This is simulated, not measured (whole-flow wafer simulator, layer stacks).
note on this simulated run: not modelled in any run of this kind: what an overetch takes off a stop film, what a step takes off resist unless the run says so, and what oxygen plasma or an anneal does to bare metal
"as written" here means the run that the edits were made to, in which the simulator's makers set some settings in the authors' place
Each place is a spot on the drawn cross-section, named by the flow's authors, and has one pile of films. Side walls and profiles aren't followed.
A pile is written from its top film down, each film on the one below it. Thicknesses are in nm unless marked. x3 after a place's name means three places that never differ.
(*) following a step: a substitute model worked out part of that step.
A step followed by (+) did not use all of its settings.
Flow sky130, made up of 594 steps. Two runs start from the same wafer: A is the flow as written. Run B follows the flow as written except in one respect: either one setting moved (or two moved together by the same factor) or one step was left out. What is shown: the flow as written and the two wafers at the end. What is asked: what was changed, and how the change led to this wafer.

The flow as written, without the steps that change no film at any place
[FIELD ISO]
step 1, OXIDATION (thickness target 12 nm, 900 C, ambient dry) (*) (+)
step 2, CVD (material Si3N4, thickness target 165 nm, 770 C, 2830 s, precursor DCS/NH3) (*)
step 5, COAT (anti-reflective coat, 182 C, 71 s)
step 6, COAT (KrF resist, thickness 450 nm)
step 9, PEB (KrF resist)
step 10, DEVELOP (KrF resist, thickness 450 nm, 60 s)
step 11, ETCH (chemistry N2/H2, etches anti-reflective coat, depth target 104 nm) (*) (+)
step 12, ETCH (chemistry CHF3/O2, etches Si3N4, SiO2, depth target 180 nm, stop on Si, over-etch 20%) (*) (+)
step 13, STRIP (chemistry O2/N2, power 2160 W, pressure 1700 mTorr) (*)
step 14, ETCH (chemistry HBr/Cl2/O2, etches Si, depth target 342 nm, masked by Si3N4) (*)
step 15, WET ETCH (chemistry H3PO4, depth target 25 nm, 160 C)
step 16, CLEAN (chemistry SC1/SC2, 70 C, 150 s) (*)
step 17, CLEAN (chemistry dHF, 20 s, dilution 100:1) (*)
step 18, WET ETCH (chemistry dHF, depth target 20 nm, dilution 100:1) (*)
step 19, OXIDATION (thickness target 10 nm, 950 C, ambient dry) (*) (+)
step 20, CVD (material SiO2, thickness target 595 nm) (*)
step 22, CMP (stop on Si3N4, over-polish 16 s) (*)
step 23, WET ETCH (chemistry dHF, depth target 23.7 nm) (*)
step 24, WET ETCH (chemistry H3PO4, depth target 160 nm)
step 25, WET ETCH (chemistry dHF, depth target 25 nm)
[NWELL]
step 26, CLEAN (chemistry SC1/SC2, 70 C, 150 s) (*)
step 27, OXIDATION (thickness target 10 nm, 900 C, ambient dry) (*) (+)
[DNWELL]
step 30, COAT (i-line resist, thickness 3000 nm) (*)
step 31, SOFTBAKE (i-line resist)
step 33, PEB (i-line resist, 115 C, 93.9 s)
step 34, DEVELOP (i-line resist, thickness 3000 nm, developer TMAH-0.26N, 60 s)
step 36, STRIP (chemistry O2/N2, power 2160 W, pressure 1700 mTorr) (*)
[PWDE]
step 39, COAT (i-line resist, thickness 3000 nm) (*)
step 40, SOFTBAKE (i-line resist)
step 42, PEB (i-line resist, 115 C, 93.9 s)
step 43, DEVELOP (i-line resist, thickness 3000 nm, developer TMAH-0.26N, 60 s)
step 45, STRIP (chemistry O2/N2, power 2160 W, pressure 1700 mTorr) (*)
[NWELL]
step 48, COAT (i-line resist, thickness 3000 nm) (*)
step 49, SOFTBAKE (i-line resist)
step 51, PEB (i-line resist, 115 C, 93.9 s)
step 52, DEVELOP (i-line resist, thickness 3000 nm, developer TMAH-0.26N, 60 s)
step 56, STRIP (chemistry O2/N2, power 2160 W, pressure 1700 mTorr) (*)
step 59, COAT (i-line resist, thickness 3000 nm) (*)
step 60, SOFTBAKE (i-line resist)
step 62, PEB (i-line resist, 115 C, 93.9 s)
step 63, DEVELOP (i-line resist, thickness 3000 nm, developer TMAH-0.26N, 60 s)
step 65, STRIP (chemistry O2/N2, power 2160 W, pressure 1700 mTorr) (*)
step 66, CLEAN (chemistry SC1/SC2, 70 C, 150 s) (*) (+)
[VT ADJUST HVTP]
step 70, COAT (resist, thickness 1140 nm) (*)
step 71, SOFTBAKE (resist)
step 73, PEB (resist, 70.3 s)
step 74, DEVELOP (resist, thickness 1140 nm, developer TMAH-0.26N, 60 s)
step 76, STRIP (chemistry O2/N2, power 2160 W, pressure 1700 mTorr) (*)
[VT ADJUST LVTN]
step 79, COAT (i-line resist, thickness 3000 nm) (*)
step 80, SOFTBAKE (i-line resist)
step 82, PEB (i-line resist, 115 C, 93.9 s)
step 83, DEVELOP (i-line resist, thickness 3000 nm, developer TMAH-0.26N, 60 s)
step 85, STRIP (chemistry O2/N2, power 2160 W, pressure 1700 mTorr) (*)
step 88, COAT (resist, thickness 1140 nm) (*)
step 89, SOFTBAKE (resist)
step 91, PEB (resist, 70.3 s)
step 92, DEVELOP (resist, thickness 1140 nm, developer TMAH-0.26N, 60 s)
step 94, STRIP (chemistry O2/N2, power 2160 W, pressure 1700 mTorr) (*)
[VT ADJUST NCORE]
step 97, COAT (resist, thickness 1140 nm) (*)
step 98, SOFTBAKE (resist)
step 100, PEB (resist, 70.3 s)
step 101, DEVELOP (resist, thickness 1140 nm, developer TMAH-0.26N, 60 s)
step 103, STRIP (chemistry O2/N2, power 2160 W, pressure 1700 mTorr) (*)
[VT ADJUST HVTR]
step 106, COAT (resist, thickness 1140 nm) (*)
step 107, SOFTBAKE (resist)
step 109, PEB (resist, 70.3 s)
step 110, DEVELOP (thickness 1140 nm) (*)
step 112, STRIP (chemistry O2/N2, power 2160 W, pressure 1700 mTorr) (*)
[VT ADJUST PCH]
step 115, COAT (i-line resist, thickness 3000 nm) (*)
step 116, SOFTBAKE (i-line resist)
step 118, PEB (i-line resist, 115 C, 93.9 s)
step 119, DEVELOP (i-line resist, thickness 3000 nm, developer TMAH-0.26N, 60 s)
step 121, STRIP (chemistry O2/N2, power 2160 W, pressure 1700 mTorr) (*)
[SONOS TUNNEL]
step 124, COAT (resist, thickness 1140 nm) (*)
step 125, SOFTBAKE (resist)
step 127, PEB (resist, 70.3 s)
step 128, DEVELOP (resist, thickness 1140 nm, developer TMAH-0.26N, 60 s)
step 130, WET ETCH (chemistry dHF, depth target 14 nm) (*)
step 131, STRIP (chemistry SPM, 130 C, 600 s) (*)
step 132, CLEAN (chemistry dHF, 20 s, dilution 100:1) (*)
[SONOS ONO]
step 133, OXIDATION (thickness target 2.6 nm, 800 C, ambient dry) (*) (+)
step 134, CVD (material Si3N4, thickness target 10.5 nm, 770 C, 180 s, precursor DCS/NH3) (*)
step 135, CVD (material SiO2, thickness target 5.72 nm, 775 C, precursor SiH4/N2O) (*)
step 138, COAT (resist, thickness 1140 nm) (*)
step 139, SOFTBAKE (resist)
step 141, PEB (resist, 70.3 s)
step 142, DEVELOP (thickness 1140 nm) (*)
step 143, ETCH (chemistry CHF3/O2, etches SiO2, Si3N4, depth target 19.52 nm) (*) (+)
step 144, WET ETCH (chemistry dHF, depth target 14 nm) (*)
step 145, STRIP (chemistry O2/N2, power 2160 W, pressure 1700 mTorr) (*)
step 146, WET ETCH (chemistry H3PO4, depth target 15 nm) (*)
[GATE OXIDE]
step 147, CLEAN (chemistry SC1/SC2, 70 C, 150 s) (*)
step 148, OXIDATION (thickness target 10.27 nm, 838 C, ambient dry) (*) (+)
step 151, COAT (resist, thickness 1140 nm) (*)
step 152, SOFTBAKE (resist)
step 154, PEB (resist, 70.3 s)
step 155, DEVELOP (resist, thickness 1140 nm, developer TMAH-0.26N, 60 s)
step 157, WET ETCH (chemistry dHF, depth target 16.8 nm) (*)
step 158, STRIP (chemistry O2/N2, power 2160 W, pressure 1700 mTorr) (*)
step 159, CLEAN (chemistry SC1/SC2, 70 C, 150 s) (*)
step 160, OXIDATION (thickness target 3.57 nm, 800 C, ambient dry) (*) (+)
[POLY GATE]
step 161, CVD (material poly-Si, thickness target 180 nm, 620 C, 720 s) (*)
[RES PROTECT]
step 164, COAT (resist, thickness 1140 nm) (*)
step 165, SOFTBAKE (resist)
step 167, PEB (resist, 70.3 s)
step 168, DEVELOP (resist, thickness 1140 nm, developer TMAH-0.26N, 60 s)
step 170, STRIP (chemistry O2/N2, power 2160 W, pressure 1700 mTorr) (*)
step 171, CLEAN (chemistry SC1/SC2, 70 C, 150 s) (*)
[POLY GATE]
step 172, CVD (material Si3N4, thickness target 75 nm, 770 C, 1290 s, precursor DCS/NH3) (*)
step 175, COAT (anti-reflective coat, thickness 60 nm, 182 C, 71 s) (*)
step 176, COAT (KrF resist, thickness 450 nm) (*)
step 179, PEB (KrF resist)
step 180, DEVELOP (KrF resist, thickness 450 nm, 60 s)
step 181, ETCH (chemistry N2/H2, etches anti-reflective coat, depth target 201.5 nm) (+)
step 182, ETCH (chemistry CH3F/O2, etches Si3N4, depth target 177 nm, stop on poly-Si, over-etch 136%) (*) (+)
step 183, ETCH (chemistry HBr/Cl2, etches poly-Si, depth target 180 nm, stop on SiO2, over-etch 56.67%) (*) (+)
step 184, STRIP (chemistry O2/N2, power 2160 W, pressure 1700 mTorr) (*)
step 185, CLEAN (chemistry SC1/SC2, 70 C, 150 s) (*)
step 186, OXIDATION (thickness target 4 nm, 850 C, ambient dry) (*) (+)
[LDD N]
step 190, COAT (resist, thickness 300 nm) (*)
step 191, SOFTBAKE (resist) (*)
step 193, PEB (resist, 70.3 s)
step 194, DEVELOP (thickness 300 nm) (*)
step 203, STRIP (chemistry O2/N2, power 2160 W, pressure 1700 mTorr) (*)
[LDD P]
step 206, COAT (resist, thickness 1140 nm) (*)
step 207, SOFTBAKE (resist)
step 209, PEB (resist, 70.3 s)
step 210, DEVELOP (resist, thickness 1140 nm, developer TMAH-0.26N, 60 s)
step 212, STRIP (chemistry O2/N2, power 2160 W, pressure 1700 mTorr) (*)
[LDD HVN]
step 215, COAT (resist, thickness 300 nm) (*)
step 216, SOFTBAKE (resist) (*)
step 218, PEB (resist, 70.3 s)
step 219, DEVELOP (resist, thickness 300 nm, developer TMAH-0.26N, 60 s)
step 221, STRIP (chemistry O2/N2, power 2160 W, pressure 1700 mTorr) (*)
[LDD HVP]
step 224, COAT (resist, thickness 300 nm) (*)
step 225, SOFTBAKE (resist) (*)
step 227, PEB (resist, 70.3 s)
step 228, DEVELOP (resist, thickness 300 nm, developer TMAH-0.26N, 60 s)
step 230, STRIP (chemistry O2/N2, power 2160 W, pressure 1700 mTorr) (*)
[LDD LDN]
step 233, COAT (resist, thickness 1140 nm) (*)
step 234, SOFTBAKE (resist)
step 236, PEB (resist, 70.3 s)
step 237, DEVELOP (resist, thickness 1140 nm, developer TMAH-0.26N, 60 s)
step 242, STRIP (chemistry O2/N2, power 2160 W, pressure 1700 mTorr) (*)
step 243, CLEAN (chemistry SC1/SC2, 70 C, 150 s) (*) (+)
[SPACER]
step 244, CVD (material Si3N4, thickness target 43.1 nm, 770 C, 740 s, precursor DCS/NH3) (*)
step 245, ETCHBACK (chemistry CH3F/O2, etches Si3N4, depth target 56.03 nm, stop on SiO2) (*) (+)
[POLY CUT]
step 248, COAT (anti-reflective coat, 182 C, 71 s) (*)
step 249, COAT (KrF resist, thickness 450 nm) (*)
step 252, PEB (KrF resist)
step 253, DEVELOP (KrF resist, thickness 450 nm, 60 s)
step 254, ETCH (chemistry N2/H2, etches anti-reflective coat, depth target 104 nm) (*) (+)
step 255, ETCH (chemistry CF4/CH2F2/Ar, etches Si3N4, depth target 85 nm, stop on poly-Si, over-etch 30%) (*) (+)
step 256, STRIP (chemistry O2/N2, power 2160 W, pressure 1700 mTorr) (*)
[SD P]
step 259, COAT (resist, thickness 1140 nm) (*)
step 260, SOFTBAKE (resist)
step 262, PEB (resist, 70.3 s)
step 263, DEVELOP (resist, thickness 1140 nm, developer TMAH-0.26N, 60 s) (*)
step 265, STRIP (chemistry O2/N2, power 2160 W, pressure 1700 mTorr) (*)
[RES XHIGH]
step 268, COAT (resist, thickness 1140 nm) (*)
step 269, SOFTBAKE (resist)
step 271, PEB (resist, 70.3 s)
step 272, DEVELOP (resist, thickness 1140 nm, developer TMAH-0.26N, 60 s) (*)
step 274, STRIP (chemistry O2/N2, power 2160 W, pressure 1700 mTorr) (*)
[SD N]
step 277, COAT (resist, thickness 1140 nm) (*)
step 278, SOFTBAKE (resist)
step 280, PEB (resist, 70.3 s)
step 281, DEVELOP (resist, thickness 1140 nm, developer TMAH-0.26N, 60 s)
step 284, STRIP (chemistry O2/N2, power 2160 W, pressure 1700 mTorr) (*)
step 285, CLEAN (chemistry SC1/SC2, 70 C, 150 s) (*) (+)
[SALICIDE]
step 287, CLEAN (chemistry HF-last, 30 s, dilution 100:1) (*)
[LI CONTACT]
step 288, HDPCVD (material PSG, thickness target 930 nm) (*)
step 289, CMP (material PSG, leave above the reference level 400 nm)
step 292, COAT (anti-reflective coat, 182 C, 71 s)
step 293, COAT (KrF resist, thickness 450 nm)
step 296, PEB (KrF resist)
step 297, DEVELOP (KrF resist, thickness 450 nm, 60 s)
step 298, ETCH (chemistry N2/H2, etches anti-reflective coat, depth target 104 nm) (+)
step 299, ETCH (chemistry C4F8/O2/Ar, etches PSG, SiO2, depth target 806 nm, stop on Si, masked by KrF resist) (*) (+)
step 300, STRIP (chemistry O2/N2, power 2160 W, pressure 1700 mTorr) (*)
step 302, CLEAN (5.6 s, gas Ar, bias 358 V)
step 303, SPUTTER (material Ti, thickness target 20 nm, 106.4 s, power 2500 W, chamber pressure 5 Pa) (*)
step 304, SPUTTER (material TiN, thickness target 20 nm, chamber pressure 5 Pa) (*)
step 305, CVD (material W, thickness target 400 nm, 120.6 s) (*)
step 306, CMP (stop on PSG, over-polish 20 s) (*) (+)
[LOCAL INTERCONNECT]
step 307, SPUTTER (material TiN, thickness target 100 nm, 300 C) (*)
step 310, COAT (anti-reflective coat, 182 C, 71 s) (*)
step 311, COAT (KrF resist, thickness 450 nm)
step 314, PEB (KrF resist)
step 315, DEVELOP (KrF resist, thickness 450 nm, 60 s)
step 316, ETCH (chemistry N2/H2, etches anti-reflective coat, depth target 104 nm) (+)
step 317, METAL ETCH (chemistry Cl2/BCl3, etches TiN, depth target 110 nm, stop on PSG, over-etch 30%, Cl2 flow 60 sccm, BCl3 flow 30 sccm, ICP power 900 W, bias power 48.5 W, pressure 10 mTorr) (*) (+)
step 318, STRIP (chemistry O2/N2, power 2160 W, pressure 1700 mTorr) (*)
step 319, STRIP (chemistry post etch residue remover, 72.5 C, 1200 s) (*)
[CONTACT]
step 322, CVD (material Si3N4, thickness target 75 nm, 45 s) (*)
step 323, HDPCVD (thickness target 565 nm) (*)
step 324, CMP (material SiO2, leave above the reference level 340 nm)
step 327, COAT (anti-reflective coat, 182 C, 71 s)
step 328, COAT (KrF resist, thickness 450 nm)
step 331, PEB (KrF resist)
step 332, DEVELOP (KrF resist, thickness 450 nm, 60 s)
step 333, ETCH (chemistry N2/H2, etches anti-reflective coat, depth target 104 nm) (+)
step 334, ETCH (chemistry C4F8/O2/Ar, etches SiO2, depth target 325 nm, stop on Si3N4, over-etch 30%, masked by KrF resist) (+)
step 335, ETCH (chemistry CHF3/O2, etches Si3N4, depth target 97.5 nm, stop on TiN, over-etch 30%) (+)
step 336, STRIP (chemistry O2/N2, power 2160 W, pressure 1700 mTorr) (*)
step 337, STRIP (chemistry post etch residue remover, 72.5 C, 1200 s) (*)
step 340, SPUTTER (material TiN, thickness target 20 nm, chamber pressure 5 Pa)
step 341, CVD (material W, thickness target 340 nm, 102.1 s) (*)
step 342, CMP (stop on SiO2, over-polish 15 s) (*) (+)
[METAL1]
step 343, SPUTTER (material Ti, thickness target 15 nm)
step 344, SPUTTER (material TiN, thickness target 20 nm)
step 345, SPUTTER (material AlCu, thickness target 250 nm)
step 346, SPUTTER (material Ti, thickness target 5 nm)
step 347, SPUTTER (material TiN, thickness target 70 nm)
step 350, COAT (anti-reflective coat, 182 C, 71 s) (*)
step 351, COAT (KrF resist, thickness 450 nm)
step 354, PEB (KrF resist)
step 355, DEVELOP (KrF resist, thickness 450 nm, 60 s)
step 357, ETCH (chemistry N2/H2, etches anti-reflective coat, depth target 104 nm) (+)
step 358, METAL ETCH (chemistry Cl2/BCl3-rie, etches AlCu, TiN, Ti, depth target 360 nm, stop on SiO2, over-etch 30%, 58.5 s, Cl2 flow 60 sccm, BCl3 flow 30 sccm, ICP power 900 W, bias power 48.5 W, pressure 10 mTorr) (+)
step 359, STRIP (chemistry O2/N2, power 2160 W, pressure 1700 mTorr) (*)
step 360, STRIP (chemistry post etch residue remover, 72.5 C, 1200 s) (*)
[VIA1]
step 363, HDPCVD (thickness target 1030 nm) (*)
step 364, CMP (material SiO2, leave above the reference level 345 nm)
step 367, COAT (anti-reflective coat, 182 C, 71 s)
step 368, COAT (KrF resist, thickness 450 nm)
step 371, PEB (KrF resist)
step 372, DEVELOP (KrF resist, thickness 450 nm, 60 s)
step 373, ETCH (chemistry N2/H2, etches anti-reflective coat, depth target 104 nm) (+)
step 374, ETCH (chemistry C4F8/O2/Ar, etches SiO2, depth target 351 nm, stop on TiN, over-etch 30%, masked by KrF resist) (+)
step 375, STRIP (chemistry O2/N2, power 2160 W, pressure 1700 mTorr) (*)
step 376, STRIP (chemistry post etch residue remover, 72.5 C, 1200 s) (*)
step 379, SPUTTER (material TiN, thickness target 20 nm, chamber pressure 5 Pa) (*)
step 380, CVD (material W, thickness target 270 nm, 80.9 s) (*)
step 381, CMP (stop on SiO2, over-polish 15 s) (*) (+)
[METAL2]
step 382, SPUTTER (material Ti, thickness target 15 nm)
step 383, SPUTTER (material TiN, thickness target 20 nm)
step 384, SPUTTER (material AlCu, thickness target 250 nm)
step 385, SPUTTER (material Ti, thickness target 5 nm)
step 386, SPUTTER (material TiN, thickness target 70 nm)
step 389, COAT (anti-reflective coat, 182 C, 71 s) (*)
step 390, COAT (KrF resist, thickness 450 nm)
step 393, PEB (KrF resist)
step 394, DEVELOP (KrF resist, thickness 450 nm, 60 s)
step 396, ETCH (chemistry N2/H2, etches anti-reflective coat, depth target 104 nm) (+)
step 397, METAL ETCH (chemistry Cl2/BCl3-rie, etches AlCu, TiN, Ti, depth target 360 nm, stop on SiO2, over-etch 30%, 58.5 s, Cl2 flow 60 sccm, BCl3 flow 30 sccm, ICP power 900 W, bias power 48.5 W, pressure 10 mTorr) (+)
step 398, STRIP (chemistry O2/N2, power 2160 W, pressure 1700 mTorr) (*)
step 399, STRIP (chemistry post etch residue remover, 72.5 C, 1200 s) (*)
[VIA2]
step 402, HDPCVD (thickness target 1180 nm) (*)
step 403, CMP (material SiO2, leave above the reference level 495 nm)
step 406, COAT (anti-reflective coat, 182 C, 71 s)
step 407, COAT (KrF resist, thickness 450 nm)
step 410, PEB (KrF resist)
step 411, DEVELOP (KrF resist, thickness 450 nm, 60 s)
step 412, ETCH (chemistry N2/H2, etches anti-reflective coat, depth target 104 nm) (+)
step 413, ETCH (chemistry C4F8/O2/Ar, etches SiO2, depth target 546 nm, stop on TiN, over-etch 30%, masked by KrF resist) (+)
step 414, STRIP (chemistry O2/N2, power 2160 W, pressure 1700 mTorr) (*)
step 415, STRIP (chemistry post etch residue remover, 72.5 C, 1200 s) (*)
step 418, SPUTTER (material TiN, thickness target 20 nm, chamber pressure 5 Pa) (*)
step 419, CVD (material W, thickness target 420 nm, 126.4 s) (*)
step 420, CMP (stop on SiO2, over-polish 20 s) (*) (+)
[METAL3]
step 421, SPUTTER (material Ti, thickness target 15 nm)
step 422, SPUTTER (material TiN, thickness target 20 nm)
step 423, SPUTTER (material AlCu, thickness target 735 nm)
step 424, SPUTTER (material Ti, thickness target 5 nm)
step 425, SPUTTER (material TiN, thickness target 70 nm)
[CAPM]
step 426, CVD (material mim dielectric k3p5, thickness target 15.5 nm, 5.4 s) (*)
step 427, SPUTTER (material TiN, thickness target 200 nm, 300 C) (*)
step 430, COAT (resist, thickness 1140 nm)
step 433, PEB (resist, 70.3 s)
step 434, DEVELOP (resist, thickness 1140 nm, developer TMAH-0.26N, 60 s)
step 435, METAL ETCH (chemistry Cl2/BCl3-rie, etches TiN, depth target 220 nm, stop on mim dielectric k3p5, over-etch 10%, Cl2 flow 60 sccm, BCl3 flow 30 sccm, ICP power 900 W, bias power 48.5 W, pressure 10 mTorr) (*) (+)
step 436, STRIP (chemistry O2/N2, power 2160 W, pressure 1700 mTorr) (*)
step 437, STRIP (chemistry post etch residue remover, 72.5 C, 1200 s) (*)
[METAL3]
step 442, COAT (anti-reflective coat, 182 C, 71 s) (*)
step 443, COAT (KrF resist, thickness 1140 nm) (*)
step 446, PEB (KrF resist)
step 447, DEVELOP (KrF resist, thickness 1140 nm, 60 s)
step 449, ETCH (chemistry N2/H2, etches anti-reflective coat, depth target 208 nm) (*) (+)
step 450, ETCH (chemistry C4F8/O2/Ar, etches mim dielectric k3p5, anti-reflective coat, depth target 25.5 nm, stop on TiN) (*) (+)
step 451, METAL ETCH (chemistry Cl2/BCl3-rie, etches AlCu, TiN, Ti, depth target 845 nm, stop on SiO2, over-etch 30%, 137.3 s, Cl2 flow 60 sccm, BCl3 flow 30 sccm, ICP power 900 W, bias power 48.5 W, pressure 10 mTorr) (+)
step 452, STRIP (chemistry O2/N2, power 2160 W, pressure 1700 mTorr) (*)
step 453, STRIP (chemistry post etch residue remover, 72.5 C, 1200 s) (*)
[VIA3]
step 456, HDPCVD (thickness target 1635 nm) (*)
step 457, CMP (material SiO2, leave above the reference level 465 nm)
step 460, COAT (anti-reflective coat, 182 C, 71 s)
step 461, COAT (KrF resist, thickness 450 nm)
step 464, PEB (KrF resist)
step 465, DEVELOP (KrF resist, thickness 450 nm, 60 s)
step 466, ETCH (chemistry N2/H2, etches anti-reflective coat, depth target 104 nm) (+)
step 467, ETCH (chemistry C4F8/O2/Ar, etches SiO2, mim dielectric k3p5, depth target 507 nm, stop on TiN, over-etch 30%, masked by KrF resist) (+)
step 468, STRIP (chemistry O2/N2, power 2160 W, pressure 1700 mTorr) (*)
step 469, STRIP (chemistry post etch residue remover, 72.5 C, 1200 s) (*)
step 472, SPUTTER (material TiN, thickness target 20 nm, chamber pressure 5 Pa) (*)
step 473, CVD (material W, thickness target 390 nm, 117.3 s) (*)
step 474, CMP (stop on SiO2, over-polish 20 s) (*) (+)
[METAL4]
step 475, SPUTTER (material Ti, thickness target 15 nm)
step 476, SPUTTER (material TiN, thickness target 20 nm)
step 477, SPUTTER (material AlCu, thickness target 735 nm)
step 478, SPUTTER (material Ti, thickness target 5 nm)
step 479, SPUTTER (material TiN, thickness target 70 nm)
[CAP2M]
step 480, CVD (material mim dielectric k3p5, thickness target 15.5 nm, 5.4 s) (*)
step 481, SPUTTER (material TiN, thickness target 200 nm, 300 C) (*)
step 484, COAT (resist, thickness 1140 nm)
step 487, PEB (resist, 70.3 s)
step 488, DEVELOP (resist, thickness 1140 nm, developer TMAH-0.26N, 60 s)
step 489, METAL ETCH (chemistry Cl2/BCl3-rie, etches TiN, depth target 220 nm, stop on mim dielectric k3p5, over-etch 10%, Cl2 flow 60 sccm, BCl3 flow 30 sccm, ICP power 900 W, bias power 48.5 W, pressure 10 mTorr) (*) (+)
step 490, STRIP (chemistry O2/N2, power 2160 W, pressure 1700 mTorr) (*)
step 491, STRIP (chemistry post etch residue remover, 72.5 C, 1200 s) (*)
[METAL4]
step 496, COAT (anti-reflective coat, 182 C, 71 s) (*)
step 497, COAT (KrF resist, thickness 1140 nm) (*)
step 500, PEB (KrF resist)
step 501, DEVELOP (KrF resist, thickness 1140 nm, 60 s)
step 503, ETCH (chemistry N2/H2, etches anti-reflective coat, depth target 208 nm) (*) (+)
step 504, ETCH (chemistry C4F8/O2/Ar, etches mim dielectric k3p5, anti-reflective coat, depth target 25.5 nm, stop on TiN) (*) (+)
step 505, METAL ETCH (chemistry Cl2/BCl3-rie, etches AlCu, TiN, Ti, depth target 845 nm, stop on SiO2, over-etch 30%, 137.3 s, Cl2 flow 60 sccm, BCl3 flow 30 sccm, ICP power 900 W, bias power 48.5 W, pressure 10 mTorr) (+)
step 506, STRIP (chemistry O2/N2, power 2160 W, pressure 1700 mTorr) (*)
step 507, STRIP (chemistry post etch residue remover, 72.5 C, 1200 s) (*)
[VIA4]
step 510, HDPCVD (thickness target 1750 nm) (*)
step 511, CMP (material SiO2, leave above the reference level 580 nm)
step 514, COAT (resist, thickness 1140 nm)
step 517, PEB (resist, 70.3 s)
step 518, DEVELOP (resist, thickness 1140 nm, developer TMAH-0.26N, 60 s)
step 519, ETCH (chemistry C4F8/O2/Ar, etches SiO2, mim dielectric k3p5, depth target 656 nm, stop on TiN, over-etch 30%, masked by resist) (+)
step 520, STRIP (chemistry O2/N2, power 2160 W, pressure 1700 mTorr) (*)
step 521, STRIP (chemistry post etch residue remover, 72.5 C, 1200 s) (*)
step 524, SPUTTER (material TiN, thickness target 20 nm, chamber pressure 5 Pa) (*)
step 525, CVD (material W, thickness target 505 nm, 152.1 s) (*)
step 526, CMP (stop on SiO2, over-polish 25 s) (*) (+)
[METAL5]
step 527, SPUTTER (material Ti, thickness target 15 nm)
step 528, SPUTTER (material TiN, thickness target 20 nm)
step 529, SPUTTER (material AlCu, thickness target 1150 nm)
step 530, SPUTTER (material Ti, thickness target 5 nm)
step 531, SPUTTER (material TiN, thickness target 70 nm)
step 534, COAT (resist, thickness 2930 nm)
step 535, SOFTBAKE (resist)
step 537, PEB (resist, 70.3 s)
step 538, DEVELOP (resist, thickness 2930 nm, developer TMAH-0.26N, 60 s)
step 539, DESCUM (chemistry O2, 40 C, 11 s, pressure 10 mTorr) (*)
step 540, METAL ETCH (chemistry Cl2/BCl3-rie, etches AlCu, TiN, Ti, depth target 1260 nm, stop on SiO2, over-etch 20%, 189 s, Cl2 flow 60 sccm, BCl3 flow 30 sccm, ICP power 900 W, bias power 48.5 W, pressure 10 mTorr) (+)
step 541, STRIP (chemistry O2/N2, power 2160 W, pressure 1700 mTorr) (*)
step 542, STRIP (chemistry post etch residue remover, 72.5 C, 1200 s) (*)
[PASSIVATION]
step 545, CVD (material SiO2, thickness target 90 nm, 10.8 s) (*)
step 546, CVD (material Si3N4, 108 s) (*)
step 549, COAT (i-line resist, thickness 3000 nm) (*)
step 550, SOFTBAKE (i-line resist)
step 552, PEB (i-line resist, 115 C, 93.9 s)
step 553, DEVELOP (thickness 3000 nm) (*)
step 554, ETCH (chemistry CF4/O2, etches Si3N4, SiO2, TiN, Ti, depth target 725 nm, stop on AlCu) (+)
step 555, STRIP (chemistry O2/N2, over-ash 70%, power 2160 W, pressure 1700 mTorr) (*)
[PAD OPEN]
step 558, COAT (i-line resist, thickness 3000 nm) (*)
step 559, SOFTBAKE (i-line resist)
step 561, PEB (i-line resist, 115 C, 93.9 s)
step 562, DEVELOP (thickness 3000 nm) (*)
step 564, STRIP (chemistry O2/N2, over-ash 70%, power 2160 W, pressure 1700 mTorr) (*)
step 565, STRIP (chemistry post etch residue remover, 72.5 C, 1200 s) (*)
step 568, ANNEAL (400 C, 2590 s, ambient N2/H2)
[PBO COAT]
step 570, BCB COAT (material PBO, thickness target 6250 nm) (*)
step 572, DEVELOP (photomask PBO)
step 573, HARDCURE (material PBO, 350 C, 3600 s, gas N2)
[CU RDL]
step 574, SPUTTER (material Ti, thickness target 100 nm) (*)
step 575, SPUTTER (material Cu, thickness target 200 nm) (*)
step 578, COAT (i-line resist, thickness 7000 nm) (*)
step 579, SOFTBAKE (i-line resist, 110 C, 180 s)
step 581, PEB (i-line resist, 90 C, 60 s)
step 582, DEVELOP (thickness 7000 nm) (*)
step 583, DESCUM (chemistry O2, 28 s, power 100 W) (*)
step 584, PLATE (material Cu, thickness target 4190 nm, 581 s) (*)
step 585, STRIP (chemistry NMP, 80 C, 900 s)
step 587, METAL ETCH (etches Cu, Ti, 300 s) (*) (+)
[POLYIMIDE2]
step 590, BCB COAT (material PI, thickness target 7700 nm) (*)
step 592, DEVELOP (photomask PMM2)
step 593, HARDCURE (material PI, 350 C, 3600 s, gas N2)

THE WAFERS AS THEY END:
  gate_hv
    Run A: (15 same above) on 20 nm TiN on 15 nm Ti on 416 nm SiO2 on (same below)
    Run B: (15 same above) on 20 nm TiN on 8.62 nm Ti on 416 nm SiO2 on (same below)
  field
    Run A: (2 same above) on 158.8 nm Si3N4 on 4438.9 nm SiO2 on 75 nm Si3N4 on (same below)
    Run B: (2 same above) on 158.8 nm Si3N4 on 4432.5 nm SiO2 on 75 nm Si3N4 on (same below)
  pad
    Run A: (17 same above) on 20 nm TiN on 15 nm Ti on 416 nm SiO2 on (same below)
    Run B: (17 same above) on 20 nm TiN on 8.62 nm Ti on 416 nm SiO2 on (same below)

What caused this: step 421, SPUTTER: thickness target 8.62 nm was run, while the flow as written has thickness target 15 nm.
The wafer lets one read it off: gate_hv has Ti 8.62, and step 421 as written asks for 15 nm.

How this came from the change, step by step:
  step 421, SPUTTER (material Ti, thickness target 15 nm)
      field, active, n_well and 188 more: A +15 Ti (new film) | B +8.62 Ti (new film)
  step 451, METAL ETCH (chemistry Cl2/BCl3-rie, etches AlCu, TiN, Ti, depth target 845 nm, stop on SiO2, over-etch 30%, 137.3 s, Cl2 flow 60 sccm, BCl3 flow 30 sccm, ICP power 900 W, bias power 48.5 W, pressure 10 mTorr) (+)
      field, gate, spacer and 68 more: A -70 TiN (all of it), -5 Ti (all of it), -735 AlCu (all of it), -20 TiN (all of it), -15 Ti (all of it), -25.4 SiO2 | B -70 TiN (all of it), -5 Ti (all of it), -735 AlCu (all of it), -20 TiN (all of it), -8.62 Ti (all of it), -26 SiO2
      active, vpp_ln, vpp_iso2 and 11 more: A -70 TiN (all of it), -5 Ti (all of it), -735 AlCu (all of it), -20 TiN (all of it), -15 Ti (all of it), -25.3 SiO2 | B -70 TiN (all of it), -5 Ti (all of it), -735 AlCu (all of it), -20 TiN (all of it), -8.62 Ti (all of it), -26 SiO2
